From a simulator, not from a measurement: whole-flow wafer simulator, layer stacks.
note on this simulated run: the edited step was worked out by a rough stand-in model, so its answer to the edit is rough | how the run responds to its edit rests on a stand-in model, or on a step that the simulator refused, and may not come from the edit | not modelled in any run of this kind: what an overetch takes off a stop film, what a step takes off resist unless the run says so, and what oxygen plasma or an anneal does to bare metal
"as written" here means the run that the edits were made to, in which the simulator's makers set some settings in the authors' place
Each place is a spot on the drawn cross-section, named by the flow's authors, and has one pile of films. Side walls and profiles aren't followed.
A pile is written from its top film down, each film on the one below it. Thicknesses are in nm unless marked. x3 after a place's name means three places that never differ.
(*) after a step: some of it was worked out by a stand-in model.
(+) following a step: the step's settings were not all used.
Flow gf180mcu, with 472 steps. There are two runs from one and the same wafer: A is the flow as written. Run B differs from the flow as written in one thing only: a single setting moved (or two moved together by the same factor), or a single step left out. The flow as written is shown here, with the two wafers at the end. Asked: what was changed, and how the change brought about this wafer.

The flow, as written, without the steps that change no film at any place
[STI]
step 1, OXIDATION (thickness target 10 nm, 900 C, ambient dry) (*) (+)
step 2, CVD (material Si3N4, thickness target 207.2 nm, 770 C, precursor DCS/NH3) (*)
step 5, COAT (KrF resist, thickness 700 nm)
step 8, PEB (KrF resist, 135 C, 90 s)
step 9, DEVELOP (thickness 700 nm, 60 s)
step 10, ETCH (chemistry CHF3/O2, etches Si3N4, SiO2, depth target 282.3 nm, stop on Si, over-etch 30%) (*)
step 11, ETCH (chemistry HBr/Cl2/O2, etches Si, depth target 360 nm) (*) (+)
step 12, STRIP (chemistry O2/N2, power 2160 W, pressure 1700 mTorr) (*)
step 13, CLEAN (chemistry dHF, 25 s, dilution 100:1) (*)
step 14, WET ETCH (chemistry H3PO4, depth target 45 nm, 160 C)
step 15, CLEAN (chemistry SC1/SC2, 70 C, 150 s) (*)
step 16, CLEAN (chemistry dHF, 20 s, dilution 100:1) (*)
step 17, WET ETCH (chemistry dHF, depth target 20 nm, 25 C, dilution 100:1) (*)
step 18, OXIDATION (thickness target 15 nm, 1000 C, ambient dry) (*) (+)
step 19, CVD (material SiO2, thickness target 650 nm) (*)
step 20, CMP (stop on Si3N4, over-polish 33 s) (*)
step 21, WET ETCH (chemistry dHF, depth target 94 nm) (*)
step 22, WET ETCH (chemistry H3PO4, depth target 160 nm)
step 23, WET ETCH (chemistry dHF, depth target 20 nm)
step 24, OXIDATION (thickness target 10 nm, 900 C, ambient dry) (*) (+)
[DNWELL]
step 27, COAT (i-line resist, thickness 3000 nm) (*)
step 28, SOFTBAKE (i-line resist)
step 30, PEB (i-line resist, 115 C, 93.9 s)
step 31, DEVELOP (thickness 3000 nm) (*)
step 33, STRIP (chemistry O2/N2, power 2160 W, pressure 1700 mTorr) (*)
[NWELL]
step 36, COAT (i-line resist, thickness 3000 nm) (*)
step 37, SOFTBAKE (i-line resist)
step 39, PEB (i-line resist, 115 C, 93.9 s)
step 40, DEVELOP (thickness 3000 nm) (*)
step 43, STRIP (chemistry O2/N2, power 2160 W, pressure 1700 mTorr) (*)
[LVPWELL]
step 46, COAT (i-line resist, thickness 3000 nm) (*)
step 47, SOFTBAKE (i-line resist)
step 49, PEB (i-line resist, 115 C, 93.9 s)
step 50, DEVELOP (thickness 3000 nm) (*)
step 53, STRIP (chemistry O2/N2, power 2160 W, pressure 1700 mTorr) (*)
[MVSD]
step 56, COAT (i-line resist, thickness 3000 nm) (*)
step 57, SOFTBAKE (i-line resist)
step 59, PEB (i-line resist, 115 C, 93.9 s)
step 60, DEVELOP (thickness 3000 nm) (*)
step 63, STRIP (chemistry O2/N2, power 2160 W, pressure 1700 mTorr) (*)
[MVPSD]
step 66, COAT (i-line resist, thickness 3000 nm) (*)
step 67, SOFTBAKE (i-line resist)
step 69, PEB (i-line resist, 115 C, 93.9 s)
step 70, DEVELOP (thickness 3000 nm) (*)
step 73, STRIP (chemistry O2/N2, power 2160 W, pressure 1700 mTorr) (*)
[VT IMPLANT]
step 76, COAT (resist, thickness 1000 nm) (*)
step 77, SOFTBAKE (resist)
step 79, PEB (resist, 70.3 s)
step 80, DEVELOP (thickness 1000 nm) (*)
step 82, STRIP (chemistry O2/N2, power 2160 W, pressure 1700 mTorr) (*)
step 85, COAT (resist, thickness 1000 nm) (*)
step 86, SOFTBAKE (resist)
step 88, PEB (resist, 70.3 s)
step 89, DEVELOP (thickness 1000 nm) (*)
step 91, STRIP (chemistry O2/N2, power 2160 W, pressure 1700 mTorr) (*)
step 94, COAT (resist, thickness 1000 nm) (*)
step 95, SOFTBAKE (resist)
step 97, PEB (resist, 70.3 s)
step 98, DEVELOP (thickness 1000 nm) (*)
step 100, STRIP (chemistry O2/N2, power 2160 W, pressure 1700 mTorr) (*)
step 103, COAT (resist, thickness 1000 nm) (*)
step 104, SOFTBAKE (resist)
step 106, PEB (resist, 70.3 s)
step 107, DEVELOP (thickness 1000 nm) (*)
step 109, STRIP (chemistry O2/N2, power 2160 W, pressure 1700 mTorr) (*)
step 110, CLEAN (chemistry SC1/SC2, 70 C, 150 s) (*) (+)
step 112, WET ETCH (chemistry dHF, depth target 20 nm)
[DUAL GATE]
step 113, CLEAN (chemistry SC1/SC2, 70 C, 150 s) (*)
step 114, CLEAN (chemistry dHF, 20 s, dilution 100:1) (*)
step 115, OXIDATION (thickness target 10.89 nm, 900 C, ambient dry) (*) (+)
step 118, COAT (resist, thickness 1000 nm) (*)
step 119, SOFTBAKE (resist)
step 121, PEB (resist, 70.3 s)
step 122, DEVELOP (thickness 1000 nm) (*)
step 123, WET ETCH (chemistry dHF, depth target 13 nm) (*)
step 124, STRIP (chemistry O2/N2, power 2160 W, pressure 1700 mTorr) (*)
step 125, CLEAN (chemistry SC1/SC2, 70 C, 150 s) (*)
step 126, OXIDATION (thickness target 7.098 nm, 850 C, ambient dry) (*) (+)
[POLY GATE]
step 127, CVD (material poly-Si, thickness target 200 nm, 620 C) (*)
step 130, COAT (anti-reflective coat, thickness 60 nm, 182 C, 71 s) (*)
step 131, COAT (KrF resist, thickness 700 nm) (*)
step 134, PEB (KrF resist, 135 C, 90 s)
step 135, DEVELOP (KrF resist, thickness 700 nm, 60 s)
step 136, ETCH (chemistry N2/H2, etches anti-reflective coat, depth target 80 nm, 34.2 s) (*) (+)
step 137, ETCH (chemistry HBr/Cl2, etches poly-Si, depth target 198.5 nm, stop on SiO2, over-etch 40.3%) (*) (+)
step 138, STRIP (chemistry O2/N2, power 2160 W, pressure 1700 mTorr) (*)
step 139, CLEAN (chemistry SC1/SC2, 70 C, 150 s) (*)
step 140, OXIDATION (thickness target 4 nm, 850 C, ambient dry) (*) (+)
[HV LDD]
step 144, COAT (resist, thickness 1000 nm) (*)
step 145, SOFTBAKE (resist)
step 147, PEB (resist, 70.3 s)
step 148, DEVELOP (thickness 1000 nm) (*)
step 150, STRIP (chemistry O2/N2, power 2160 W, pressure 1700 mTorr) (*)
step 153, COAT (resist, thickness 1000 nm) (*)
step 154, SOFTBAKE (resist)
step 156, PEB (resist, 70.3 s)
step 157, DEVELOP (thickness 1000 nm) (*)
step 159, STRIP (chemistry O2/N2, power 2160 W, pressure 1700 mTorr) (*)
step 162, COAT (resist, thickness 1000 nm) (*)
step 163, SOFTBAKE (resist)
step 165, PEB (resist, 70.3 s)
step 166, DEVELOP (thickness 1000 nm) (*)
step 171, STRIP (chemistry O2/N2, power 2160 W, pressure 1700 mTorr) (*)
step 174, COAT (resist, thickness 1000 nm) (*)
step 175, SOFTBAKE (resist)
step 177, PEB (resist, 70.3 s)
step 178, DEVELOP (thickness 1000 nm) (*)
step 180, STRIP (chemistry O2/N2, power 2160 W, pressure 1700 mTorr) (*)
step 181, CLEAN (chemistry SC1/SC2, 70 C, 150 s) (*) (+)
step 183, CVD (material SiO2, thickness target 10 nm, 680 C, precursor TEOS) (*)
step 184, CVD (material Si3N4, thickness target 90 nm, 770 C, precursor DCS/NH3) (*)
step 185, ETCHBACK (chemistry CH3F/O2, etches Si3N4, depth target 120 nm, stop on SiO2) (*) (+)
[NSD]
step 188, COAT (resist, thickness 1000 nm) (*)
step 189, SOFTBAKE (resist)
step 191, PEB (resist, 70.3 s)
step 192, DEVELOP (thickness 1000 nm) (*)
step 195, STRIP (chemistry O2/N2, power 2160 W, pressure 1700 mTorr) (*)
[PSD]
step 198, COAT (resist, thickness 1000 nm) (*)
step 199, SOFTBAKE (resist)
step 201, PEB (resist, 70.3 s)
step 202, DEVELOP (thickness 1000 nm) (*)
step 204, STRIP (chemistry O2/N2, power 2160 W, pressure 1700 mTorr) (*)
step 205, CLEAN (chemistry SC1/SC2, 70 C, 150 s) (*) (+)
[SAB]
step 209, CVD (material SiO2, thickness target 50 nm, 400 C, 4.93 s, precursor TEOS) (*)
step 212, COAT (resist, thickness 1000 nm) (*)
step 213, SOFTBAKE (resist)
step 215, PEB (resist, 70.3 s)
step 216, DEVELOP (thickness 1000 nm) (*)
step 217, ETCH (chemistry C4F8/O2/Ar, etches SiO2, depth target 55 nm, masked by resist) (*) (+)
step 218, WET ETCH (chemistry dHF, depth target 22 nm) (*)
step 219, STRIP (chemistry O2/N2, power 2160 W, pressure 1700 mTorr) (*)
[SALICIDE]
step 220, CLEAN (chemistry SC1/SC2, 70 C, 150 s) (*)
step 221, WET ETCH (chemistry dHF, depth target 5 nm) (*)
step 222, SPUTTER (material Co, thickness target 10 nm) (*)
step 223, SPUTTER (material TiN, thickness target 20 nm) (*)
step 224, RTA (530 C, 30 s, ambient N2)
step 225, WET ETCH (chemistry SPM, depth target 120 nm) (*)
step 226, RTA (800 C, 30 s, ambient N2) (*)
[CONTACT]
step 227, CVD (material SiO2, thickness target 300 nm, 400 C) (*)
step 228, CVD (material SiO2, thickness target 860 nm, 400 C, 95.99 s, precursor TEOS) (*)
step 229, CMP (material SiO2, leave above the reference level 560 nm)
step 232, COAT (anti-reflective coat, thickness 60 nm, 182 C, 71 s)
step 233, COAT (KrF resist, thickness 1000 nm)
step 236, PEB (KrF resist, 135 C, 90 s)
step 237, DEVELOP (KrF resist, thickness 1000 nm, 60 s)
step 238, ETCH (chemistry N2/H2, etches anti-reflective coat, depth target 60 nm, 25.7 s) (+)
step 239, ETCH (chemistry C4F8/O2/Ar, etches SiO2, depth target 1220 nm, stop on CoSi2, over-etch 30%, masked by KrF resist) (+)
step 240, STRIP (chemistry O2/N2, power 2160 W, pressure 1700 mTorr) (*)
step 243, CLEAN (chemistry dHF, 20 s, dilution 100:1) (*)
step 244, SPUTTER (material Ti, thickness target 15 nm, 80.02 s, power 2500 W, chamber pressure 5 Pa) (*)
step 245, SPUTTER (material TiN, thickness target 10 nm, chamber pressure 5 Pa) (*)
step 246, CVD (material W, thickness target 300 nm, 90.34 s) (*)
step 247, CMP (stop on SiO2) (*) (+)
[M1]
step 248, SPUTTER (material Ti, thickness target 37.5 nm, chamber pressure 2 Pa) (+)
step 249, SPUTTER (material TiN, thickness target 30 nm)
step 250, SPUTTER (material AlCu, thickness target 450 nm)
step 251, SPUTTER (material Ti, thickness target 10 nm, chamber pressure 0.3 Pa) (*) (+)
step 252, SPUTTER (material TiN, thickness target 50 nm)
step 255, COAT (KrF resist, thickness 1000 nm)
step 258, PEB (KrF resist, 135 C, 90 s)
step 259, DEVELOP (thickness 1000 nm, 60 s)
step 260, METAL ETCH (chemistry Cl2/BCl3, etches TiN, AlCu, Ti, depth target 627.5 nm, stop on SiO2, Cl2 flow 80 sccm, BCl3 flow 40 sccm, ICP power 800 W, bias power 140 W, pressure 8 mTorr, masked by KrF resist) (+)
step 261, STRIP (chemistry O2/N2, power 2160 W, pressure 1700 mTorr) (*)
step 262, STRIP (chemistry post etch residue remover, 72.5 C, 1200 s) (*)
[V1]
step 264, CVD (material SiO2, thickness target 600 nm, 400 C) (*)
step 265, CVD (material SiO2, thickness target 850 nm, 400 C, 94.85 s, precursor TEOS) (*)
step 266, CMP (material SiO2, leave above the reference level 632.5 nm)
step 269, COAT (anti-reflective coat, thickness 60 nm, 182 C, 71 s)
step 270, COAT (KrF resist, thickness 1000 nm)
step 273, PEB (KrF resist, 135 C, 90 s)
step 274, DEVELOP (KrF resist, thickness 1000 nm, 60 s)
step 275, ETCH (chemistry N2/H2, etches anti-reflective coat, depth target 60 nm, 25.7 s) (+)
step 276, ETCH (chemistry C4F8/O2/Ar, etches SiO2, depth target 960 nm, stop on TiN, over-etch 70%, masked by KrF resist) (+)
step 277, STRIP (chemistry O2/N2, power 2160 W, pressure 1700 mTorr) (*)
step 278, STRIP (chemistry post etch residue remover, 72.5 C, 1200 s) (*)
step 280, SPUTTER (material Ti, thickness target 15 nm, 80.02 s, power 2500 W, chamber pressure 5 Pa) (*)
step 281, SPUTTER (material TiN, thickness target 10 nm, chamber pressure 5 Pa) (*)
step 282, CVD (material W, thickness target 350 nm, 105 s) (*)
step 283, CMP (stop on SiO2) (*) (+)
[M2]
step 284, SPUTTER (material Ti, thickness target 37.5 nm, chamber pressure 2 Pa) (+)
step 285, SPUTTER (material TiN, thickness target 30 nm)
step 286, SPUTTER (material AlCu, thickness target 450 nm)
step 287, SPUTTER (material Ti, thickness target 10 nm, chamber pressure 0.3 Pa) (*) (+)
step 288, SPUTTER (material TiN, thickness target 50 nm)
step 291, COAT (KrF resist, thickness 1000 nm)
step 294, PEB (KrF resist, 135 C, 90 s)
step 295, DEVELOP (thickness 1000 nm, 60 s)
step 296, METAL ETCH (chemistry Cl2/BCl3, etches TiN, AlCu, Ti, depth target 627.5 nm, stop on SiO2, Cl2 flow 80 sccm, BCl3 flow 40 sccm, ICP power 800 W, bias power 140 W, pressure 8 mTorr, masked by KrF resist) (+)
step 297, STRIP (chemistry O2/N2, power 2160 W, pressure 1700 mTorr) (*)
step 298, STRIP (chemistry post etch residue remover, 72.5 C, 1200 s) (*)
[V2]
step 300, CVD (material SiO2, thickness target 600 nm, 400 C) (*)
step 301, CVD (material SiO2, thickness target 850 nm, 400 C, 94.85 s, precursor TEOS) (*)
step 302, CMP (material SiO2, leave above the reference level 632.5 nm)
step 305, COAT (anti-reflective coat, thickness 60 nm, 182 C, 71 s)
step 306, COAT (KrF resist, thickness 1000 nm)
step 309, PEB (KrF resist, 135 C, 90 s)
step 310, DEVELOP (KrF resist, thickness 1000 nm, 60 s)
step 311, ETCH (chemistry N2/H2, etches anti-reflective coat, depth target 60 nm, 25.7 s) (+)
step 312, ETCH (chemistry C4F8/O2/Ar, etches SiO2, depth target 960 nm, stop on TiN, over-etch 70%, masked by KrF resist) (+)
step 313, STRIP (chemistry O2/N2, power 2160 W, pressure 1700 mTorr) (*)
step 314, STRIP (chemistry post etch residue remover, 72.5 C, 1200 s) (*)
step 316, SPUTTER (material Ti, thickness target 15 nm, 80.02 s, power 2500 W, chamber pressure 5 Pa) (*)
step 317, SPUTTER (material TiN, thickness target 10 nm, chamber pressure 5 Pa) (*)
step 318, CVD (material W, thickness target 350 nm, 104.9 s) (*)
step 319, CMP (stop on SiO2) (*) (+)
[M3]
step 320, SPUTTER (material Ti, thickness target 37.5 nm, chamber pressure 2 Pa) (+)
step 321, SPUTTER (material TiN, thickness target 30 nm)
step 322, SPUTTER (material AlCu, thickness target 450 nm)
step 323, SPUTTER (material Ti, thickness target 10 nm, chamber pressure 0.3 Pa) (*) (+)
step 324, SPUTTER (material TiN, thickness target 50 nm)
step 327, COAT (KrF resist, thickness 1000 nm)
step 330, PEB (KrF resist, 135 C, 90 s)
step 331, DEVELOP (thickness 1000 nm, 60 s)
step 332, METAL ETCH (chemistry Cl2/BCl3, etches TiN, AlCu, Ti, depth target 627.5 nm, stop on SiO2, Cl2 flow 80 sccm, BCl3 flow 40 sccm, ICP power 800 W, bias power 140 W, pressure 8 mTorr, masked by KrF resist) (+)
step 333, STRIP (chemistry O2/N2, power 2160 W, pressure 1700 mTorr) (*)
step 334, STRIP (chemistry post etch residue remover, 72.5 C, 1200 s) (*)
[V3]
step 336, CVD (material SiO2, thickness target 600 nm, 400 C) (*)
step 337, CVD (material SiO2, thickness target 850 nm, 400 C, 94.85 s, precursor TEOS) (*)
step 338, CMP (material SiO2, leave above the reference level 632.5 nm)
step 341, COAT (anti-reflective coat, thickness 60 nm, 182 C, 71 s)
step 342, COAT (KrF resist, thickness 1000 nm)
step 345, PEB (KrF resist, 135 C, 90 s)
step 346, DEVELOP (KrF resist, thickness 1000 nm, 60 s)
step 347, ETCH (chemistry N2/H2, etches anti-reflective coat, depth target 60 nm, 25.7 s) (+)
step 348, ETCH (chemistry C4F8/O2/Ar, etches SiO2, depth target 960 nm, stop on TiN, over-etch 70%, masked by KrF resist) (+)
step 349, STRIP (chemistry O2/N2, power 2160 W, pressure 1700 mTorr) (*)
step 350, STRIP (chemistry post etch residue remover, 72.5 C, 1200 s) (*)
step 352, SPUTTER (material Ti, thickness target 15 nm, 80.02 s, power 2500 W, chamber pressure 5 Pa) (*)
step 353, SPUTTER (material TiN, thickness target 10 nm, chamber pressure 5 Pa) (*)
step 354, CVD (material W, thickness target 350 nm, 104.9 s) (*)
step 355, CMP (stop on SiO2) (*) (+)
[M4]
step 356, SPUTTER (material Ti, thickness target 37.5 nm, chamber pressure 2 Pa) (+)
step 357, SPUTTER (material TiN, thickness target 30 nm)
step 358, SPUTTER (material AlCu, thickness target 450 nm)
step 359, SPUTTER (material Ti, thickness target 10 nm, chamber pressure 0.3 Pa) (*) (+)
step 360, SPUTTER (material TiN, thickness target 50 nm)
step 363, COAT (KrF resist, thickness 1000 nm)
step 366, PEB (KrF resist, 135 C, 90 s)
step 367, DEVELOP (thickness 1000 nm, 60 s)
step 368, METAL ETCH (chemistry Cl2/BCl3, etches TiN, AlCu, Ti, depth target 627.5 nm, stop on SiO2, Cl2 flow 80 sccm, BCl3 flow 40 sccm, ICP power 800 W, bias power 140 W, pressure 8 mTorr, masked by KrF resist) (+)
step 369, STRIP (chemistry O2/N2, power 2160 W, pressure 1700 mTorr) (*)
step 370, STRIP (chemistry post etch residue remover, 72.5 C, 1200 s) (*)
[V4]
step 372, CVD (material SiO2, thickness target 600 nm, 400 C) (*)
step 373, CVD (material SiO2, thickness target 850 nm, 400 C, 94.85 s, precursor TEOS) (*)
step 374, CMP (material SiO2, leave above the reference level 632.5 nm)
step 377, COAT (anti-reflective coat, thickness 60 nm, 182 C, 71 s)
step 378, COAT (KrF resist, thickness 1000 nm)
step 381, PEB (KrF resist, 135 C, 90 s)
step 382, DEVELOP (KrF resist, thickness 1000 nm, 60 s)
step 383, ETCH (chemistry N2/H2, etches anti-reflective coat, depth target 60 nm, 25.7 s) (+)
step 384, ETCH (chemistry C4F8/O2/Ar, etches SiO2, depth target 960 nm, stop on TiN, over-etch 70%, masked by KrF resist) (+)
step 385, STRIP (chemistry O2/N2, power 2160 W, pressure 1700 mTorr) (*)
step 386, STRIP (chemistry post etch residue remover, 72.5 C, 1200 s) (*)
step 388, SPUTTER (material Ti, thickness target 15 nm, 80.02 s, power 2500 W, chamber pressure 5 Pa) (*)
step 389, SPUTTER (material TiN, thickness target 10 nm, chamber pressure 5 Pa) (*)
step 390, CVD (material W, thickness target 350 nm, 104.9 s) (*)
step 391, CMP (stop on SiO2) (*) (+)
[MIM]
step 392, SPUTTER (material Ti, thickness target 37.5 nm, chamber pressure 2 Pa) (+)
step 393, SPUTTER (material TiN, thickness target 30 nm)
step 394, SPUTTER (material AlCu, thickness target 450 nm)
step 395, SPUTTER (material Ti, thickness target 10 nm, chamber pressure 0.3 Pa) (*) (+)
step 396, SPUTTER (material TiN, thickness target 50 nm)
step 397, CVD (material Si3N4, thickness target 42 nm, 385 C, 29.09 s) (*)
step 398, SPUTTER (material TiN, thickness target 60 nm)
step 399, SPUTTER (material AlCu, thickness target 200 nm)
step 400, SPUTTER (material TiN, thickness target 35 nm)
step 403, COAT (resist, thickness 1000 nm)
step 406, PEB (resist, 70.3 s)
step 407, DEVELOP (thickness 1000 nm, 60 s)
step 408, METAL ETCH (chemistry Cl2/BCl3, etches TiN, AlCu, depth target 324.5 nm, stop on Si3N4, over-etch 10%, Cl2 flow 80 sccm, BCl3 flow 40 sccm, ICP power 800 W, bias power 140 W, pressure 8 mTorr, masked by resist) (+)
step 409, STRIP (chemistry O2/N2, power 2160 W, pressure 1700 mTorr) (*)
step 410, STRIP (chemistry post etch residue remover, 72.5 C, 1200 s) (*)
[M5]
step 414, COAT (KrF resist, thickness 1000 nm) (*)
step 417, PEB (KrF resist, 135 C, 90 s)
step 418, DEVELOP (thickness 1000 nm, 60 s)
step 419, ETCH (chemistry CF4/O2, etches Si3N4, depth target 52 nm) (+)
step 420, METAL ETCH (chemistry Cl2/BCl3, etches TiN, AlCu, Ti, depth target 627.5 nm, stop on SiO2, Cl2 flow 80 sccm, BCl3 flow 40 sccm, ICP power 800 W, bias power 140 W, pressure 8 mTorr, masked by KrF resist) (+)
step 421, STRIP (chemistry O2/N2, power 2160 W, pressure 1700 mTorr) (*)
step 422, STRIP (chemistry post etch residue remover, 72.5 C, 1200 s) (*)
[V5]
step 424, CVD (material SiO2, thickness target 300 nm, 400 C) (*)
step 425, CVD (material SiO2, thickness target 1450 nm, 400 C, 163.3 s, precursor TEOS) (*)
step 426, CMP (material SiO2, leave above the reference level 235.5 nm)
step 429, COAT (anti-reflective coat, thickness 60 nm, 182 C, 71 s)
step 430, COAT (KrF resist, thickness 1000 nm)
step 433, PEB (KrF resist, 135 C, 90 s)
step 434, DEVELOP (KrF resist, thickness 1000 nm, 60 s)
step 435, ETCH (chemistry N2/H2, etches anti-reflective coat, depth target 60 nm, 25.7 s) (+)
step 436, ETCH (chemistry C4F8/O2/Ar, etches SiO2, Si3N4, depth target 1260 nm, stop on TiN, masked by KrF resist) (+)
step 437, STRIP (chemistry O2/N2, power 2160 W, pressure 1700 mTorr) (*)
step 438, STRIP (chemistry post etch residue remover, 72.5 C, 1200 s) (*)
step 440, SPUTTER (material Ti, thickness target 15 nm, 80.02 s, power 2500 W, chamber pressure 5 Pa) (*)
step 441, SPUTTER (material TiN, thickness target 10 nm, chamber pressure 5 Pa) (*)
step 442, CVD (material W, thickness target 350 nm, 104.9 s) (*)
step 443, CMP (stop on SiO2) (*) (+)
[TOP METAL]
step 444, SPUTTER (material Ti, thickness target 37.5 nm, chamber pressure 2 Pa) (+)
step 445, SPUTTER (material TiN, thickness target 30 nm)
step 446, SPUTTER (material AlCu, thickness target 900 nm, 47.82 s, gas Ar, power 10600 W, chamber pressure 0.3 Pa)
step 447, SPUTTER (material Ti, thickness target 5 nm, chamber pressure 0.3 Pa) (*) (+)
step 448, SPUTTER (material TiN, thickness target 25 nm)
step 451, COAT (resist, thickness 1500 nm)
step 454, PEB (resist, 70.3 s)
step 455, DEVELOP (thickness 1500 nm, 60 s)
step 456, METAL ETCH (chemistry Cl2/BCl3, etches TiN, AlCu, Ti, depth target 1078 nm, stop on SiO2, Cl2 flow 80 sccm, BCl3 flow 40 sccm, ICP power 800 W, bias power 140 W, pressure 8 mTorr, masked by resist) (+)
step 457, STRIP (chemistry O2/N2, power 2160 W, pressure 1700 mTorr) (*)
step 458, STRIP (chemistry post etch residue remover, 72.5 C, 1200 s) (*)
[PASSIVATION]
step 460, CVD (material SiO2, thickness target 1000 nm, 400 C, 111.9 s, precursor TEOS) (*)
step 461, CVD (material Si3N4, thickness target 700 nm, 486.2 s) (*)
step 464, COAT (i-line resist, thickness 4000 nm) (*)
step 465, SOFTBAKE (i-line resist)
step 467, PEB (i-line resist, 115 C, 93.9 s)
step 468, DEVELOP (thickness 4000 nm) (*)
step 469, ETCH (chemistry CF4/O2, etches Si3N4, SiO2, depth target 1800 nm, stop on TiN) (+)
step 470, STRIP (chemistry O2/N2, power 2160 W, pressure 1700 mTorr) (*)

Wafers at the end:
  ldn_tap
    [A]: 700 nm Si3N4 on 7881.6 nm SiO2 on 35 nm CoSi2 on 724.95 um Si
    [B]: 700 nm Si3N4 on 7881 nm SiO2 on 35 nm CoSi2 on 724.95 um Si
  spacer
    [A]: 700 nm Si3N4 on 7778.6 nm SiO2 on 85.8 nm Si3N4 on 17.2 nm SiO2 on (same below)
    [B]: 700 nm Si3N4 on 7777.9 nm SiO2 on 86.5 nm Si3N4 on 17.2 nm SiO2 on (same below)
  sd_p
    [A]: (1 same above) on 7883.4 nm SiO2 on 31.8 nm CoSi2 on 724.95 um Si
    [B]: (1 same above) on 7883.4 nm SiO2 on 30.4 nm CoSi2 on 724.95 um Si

Cause: step 209, CVD: thickness target 77 nm was run, though the flow has thickness target 50 nm; step 209, CVD: 7.592 s was run, where the flow has 4.93 s.

Step by step, how the change led to this:
  step 209, CVD (material SiO2, thickness target 50 nm, 400 C, 4.93 s, precursor TEOS) (*)
      field, field__w7, field__w8 and 73 more: A SiO2 gains 50 | B SiO2 gains 76
      field_sub, field_sub__w2, ld_drn_n, ld_sd_p: A SiO2 gains 48.8 | B SiO2 gains 74.2
      (as well as at 29 more places)
  step 217, ETCH (chemistry C4F8/O2/Ar, etches SiO2, depth target 55 nm, masked by resist) (*) (+)
      spacer: A SiO2 loses 50 (all of it), Si3N4 loses 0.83 | B SiO2 loses 55
  step 218, WET ETCH (chemistry dHF, depth target 22 nm) (*)
      ldn_tap, ldn_src, ldn_drn, ldp_tap, ldp_src, ldp_drn, ldp_gr: A SiO2 loses 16 (all of it) | B SiO2 loses 39.4
      ld_drn_n, ld_sd_p: A SiO2 loses 14.8 (all of it) | B SiO2 loses 38.1
      (as well as at 91 more places)
  step 219, STRIP (chemistry O2/N2, power 2160 W, pressure 1700 mTorr) (*)
      active_hv, active_nat, ld_sd_n and 11 more: A chemical SiO2 gains 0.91 (new film), Si loses 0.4 | B nothing
  step 221, WET ETCH (chemistry dHF, depth target 5 nm) (*)
      ldn_tap, ldp_src, ldp_drn, ldp_gr: A chemical SiO2 loses 0.76 (all of it) | B SiO2 loses 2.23 (all of it)
      ldn_src, ldn_drn, ldp_tap: A chemical SiO2 loses 0.76 (all of it) | B SiO2 loses 2.22 (all of it)
      (as well as at 7 more places)
  step 223, SPUTTER (material TiN, thickness target 20 nm) (*)
      field__w12: A TiN gains 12 (new film) | B TiN gains 12.7 (new film)
      sd_p: A TiN gains 17.9 (new film) | B TiN gains 17.1 (new film)
      (as well as at 1 more place)
  step 224, RTA (530 C, 30 s, ambient N2)
      sd_p: A under 1 film: CoSi gains 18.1 (new film), Co loses 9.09 (all of it), Si loses 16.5 | B under 1 film: CoSi gains 17.3 (new film), Co loses 8.7 (all of it), Si loses 15.8
  step 225, WET ETCH (chemistry SPM, depth target 120 nm) (*)
      field__w12: A TiN loses 12 (all of it), Co loses 6.15 (all of it) | B TiN loses 12.7 (all of it), Co loses 6.45 (all of it)
      sd_p: A TiN loses 17.9 (all of it) | B TiN loses 17.1 (all of it)
      (as well as at 1 more place)
  step 226, RTA (800 C, 30 s, ambient N2) (*)
      sd_p: A CoSi2 gains 31.8 (new film), CoSi loses 18.1 (all of it), Si loses 16.5 | B CoSi2 gains 30.4 (new film), CoSi loses 17.3 (all of it), Si loses 15.8
  step 229, CMP (material SiO2, leave above the reference level 560 nm)
      ldn_sep__w1, ldn_sep__w2, ldn_dft and 8 more: A SiO2 loses 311 | B SiO2 loses 321
      sti, mim_1p0, pad, dice_street, iso_nw_fld, iso_fld_sub: A SiO2 loses 296.8 | B SiO2 loses 306.8
      (as well as at 45 more places)
